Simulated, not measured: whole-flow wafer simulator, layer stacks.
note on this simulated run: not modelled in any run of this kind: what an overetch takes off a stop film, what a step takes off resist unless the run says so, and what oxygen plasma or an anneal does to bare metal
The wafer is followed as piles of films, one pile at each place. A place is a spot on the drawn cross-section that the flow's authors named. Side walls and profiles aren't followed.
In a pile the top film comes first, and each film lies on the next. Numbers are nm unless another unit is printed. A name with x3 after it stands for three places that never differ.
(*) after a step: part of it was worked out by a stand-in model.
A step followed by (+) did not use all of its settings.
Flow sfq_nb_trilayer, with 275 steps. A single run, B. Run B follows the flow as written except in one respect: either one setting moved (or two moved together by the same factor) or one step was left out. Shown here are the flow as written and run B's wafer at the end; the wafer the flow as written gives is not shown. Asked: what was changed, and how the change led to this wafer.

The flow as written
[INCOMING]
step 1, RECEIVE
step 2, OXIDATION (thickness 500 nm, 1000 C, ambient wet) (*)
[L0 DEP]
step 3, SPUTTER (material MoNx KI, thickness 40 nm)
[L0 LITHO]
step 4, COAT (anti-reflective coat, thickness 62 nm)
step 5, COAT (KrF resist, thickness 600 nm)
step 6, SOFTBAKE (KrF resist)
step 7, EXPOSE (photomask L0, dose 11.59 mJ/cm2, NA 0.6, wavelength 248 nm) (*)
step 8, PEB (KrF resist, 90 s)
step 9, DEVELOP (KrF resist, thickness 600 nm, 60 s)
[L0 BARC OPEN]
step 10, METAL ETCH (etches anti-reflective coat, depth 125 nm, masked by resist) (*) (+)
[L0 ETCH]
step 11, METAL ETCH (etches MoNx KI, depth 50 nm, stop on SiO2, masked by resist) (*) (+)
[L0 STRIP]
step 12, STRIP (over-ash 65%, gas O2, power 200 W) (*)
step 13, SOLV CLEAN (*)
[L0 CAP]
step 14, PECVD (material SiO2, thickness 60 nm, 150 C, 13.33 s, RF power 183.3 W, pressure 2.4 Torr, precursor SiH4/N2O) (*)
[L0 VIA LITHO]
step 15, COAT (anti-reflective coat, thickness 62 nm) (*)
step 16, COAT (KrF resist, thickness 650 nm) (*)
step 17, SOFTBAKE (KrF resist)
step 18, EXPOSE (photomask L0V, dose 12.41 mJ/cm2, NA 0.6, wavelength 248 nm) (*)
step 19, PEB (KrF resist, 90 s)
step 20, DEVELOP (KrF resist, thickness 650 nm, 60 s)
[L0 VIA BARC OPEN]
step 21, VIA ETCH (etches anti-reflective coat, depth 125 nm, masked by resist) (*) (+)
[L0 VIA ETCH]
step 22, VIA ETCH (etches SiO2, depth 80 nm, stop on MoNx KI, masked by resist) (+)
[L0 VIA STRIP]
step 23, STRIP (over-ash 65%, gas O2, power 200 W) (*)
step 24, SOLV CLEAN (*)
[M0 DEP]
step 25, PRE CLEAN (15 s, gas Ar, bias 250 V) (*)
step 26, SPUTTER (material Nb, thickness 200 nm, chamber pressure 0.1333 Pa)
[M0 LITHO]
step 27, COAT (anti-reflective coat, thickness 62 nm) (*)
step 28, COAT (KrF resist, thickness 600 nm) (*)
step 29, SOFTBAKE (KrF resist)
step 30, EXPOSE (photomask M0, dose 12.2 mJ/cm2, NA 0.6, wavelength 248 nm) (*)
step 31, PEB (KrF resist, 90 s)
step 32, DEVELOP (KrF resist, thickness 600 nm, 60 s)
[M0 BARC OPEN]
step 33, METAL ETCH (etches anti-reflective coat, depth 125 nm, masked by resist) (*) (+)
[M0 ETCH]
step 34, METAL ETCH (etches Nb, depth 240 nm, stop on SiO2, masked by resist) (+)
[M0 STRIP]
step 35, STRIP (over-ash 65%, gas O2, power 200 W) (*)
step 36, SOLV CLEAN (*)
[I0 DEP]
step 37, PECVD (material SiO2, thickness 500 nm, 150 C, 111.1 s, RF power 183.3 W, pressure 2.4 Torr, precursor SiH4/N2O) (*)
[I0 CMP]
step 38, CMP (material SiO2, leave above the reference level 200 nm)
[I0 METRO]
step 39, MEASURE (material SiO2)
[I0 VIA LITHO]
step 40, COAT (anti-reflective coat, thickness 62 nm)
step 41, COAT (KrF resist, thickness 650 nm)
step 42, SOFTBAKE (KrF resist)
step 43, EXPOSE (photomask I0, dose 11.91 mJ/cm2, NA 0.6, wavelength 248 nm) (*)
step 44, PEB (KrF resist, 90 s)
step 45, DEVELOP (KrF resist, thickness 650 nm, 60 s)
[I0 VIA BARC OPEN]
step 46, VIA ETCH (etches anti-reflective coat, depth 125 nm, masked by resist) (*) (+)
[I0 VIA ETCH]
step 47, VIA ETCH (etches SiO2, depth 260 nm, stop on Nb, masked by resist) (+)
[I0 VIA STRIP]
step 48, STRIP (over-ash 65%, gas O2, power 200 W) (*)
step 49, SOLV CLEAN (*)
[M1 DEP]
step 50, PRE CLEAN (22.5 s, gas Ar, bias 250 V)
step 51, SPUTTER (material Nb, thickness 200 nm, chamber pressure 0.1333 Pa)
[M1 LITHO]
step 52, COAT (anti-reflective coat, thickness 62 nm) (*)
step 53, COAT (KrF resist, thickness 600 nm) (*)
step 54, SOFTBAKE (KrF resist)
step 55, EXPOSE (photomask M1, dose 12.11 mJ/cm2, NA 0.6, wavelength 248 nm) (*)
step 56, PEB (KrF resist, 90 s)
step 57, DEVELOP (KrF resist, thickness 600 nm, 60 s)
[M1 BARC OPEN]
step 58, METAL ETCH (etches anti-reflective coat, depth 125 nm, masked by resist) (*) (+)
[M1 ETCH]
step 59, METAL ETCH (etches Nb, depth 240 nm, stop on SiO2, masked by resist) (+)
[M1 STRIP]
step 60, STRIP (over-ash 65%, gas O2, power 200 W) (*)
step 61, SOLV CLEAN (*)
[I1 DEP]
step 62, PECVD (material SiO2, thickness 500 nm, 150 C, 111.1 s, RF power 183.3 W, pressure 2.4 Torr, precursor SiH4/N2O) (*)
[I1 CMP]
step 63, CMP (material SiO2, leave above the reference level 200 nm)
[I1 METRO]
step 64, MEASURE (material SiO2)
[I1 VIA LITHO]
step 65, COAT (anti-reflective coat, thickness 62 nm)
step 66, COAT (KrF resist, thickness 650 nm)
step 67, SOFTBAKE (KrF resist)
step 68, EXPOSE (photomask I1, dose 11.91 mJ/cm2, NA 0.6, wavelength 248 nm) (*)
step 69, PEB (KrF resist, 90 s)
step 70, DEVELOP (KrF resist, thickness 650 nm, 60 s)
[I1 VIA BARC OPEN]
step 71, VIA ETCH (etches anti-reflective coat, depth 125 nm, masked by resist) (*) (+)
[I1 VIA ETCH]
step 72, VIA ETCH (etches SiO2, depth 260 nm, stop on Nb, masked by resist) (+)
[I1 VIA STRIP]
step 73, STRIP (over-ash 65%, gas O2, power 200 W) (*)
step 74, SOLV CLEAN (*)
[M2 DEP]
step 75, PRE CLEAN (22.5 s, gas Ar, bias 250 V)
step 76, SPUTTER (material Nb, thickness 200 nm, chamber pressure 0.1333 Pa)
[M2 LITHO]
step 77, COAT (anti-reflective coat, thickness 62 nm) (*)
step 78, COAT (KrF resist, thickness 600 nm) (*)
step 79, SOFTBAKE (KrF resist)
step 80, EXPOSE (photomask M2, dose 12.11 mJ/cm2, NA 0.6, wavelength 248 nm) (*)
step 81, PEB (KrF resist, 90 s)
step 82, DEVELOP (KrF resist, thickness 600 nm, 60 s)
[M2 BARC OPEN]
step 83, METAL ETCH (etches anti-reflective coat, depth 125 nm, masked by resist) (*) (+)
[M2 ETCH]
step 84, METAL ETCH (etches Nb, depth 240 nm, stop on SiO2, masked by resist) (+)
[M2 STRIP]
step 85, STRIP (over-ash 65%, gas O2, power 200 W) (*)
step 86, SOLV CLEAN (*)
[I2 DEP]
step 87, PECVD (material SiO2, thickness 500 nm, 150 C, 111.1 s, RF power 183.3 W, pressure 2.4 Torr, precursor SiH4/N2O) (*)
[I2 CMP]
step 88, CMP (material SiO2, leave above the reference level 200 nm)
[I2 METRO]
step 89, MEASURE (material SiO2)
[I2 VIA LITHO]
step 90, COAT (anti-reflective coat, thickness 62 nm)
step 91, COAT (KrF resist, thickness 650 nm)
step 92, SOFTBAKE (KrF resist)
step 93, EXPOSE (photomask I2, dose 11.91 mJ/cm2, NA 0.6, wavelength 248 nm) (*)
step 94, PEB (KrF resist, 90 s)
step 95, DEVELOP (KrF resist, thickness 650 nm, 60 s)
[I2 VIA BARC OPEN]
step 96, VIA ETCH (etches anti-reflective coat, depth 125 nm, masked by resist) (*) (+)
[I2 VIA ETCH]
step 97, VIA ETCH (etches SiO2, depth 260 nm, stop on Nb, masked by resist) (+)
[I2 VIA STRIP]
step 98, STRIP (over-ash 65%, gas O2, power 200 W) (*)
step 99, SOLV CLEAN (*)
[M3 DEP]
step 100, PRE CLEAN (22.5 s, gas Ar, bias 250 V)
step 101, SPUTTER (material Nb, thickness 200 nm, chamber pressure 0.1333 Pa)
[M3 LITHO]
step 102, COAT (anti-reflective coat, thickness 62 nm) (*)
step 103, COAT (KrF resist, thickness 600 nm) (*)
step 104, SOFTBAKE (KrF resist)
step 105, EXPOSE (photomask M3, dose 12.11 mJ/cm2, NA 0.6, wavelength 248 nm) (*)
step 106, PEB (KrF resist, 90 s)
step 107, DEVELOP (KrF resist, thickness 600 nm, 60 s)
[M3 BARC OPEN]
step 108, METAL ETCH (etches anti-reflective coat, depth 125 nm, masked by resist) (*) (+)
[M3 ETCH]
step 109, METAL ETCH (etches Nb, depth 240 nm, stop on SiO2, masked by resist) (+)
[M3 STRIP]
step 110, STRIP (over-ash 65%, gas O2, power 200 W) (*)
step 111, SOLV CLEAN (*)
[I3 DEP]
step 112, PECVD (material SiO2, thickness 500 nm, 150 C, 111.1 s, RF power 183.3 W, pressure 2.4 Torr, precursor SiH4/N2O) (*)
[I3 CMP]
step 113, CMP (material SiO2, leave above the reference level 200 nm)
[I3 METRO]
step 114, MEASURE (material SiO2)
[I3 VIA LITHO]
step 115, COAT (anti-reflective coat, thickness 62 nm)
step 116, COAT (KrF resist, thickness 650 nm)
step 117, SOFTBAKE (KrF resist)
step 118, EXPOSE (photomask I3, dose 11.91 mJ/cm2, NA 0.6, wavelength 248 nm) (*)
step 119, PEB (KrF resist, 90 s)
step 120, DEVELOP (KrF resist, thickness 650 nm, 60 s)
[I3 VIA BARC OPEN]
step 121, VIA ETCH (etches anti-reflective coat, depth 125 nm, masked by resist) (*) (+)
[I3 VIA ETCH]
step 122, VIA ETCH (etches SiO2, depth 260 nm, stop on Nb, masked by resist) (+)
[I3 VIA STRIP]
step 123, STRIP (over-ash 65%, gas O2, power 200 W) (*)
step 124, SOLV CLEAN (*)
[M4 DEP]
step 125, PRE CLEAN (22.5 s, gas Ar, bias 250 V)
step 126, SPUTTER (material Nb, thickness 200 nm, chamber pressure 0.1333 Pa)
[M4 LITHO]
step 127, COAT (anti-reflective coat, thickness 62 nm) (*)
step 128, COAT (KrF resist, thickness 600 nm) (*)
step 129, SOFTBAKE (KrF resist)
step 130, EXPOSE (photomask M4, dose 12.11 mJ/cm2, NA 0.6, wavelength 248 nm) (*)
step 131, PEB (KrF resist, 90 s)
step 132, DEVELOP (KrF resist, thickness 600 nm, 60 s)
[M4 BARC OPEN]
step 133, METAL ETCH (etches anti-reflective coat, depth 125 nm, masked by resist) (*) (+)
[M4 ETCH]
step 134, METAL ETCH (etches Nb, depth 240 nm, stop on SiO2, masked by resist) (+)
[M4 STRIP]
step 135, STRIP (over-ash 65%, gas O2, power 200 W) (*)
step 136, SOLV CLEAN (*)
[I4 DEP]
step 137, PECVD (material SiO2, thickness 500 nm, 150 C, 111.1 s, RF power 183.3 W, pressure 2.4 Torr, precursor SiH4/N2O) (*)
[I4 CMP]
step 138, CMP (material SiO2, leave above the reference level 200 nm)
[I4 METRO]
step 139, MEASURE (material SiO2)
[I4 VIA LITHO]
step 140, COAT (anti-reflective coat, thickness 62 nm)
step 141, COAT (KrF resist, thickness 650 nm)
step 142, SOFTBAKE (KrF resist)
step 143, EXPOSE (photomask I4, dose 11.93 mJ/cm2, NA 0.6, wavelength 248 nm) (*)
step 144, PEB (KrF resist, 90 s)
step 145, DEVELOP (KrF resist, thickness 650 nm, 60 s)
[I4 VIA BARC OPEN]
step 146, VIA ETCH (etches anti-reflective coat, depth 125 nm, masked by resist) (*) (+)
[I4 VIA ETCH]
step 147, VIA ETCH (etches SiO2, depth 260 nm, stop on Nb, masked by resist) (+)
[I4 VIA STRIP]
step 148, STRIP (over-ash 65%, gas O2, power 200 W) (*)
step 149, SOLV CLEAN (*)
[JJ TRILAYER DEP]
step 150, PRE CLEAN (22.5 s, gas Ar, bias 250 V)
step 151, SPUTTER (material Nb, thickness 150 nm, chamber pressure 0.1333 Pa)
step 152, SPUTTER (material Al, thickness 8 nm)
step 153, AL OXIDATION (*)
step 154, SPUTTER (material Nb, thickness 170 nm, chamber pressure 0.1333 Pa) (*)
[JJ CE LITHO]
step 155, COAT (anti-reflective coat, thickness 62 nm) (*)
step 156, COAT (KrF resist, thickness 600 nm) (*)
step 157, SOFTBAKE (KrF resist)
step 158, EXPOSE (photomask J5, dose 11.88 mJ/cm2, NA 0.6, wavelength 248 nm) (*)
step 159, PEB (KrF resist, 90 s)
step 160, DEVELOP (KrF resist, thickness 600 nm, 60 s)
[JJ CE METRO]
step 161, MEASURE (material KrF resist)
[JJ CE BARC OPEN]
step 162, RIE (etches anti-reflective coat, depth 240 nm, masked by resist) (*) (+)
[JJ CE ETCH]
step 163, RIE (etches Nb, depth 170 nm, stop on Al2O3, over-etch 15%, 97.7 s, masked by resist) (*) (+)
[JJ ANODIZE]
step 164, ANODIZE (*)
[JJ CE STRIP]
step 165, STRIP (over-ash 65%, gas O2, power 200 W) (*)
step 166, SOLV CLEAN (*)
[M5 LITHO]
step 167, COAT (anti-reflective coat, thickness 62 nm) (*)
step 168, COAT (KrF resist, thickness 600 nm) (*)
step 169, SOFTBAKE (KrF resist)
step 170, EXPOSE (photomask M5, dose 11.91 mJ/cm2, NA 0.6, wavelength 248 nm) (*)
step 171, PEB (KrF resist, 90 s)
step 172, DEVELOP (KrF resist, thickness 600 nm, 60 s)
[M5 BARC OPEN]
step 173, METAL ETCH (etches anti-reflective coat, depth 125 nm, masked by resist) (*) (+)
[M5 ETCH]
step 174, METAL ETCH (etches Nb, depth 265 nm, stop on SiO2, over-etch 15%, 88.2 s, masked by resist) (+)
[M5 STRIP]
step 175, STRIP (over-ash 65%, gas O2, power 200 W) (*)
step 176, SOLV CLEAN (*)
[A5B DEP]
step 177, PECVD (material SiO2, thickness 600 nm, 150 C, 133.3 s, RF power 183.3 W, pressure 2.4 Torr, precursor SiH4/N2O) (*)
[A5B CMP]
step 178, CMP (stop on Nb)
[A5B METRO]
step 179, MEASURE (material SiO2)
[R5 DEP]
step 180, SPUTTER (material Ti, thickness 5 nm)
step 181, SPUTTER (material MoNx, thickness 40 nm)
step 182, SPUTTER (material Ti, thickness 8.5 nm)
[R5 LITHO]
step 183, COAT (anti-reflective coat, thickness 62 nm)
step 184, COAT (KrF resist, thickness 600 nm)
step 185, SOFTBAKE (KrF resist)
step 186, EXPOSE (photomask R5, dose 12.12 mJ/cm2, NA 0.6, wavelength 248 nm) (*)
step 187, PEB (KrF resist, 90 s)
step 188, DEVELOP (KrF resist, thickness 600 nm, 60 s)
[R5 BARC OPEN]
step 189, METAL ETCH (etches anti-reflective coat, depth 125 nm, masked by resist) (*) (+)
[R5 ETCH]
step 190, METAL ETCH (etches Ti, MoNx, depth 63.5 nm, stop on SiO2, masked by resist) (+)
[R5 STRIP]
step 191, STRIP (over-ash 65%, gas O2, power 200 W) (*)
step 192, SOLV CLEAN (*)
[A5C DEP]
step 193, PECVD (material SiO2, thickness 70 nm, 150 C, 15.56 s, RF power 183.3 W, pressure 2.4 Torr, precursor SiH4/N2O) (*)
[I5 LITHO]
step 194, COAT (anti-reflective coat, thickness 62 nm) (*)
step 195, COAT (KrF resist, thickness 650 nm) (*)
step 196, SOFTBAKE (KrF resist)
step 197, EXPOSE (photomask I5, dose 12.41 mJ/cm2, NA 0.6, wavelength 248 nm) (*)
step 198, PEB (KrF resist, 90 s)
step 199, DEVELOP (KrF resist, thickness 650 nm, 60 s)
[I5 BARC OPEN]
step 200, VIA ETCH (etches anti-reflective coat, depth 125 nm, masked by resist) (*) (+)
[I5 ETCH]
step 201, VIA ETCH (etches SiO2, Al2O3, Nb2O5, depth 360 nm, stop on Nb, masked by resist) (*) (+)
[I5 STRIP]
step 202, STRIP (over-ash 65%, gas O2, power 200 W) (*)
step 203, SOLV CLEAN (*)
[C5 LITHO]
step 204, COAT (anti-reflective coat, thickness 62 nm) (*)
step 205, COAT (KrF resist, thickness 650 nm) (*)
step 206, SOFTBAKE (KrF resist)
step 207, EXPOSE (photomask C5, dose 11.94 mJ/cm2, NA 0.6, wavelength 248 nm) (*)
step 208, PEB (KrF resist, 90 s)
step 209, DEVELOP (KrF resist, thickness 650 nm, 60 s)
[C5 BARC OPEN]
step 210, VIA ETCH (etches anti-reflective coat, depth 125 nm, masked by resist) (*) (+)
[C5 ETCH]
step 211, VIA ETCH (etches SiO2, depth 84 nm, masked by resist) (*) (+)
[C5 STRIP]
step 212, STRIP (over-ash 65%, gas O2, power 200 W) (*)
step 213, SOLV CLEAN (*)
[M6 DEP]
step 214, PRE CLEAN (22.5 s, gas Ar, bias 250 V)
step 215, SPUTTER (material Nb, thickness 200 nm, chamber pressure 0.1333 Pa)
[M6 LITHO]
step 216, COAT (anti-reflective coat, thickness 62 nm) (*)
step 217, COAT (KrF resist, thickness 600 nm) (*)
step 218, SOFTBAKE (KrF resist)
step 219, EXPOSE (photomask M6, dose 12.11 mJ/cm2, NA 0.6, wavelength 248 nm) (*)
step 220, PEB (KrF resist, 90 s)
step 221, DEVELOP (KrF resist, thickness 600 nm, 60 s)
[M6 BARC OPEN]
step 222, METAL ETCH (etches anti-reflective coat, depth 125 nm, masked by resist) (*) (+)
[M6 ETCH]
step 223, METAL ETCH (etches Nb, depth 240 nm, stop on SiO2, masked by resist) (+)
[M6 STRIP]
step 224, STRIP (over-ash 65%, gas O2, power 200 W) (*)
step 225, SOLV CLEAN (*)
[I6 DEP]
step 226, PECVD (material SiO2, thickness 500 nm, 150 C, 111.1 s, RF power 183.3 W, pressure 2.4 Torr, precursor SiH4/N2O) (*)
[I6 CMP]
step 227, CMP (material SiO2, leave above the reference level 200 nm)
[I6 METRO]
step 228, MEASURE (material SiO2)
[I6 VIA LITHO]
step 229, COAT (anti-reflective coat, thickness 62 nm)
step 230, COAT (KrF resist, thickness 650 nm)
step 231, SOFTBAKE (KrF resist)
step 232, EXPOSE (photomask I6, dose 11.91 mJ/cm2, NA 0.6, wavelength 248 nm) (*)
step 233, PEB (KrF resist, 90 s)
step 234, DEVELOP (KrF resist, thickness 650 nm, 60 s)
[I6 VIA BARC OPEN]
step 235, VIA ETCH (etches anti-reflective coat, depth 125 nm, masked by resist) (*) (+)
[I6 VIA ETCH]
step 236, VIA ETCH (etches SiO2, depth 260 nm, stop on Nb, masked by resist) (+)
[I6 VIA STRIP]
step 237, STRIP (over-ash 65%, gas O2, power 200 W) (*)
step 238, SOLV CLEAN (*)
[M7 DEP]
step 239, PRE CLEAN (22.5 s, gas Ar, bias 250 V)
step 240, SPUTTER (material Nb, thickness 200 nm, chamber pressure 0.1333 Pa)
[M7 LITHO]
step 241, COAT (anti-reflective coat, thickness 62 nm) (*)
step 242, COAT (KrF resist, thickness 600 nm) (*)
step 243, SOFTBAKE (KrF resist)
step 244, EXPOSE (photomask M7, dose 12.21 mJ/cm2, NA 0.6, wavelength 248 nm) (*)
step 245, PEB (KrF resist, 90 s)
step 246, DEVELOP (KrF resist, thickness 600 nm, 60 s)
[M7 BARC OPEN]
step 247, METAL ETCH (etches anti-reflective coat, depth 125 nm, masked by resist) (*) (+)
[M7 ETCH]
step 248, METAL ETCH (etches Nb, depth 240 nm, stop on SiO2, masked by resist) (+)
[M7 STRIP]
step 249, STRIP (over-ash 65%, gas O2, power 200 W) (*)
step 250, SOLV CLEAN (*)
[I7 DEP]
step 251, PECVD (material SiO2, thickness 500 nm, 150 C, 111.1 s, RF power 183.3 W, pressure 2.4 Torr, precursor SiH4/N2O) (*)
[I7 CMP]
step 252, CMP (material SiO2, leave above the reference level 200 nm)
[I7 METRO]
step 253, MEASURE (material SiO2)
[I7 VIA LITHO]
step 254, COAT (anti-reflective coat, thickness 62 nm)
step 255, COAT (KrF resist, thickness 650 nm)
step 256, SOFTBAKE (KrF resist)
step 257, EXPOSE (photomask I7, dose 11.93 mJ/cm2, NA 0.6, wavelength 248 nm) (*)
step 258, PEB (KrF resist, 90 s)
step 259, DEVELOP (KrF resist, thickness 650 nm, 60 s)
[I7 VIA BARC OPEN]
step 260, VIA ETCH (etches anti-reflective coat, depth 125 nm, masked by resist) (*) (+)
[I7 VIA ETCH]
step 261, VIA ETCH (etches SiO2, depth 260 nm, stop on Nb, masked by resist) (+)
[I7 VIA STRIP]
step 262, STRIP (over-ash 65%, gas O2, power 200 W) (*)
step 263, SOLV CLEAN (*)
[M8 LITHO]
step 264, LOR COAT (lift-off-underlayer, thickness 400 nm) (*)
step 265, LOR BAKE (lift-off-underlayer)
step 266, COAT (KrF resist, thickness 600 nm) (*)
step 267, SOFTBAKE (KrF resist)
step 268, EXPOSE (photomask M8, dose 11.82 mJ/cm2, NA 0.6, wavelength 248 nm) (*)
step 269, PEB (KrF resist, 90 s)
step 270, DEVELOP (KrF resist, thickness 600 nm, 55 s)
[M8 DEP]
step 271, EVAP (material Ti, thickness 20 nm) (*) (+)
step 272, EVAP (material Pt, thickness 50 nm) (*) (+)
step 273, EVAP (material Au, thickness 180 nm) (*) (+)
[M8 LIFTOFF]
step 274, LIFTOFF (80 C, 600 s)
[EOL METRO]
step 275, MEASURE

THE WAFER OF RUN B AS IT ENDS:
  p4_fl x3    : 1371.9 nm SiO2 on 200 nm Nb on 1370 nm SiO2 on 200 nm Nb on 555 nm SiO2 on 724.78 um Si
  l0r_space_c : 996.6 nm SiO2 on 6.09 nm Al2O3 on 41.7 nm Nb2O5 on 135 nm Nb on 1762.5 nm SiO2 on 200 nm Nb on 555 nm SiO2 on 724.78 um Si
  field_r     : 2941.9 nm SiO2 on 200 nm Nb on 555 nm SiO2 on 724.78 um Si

The reason: step 152, SPUTTER: thickness 4 nm was run, though the flow has thickness 8 nm.

The path from the change to this, step by step:
  step 152, SPUTTER (material Al, thickness 8 nm)
      field_l, v_sur, via_sp and 100 more: Al gains 4 (new film) (in the flow as written it would be: Al gains 8 (new film))
      via_wl, via_wr: Al gains 2.57 (new film) (in the flow as written it would be: Al gains 5.14 (new film))
      (also at 1 further place)
  step 155, COAT (anti-reflective coat, thickness 62 nm) (*)
      via_wl, via_wr: anti-reflective coat gains 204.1 (new film) (in the flow as written it would be: anti-reflective coat gains 209.4 (new film))
  step 162, RIE (etches anti-reflective coat, depth 240 nm, masked by resist) (*) (+)
      ce_l, c5j, ce_r, wl_jj: KrF resist loses 204.1 (in the flow as written it would be: KrF resist loses 209.4)
      via_wl, via_wr: anti-reflective coat loses 204.1 (all of it) (in the flow as written it would be: anti-reflective coat loses 209.4 (all of it))
  step 164, ANODIZE (*)
      field_l, v_sur, via_sp and 96 more: Al2O3 gains 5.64, Nb2O5 gains 41.7 (new film), Al loses 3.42 (all of it), Nb loses 15 (in the flow as written it would be: Al2O3 gains 12.2, Nb2O5 gains 29.9 (new film), Al loses 7.42 (all of it), Nb loses 10.8)
      via_wl, via_wr: Al2O3 gains 3.28 (new film), Nb2O5 gains 46.8 (new film), Al loses 1.99 (all of it), Nb loses 16.8 (in the flow as written it would be: Al2O3 gains 7.52 (new film), Nb2O5 gains 39.2 (new film), Al loses 4.56 (all of it), Nb loses 14.1)
      (also at 1 further place)
  step 174, METAL ETCH (etches Nb, depth 265 nm, stop on SiO2, over-etch 15%, 88.2 s, masked by resist) (+)
      field_l, r_sur, res and 49 more: Al2O3 loses 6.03 (all of it), Nb2O5 loses 41.7 (all of it), Nb loses 135 (all of it), SiO2 loses 12.2 (in the flow as written it would be: Al2O3 loses 12.6 (all of it), Nb2O5 loses 29.9 (all of it), Nb loses 139.2 (all of it), SiO2 loses 12.3)
      wl_a_sl: Al2O3 loses 6.02 (all of it), Nb2O5 loses 41.7 (all of it), Nb loses 135 (all of it), SiO2 loses 12.2 (in the flow as written it would be: Al2O3 loses 12.6 (all of it), Nb2O5 loses 29.9 (all of it), Nb loses 139.2 (all of it), SiO2 loses 12.3)
  step 178, CMP (stop on Nb)
      via_w: SiO2 loses 240 (in the flow as written it would be: SiO2 loses 235.2)
  step 201, VIA ETCH (etches SiO2, Al2O3, Nb2O5, depth 360 nm, stop on Nb, masked by resist) (*) (+)
      be: SiO2 loses 211.4 (all of it), Al2O3 loses 6.09 (all of it), Nb2O5 loses 41.7 (all of it) (in the flow as written it would be: SiO2 loses 216.4 (all of it), Al2O3 loses 12.7 (all of it), Nb2O5 loses 29.9 (all of it))
